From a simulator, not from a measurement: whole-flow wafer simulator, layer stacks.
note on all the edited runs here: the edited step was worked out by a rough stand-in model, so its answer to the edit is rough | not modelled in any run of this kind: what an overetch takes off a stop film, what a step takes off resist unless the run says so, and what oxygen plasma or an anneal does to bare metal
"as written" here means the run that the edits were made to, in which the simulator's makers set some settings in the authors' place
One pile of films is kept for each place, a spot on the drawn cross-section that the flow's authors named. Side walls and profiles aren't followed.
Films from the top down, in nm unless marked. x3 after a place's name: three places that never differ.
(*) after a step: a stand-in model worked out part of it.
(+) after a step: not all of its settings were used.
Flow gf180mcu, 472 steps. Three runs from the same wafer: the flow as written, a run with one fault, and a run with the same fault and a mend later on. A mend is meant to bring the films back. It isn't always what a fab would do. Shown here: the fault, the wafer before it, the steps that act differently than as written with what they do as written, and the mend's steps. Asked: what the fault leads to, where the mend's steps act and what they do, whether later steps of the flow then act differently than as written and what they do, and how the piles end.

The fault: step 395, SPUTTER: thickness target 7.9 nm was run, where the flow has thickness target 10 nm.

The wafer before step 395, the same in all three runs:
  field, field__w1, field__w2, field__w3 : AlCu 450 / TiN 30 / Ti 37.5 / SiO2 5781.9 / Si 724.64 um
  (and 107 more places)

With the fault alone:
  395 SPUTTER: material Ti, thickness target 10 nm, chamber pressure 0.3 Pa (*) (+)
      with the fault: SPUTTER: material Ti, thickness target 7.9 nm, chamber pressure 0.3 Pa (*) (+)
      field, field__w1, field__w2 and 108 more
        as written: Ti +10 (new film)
        with the fault: Ti +7.9 (new film)
  Later steps of the flow that act differently than as written (2 more steps differ only slightly, by at most 2% or 0.5 nm, whichever is larger, and aren't shown):
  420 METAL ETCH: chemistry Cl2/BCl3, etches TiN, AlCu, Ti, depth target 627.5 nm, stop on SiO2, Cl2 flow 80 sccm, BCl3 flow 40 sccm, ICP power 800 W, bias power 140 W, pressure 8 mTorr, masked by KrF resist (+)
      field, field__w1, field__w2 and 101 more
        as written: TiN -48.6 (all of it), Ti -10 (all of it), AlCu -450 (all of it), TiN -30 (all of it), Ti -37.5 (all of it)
        with the fault: TiN -48.6 (all of it), Ti -7.9 (all of it), AlCu -450 (all of it), TiN -30 (all of it), Ti -37.5 (all of it)
  At the end the piles differ from the flow's by more than 2% or 0.5 nm, whichever is larger, at field__w4, field__w8, contact, m1, m1__w1, mim, mim_1p0, m1_nw.
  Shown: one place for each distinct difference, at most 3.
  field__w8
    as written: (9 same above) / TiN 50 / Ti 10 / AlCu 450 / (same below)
    with the fault: (9 same above) / TiN 50 / Ti 7.9 / AlCu 450 / (same below)
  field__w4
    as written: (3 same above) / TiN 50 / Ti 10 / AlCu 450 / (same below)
    with the fault: (3 same above) / TiN 50 / Ti 7.9 / AlCu 450 / (same below)
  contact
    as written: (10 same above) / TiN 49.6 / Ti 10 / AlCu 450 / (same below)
    with the fault: (10 same above) / TiN 49.6 / Ti 7.9 / AlCu 450 / (same below)

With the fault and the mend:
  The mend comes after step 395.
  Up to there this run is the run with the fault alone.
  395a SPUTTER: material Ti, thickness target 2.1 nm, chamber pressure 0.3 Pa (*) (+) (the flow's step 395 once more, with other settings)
      field, field__w1, field__w2 and 108 more
        Ti +2.1
  No later step of the flow acts differently than as written at any place that is followed.
  At the end the piles are the same as the flow's at every place that both follow.
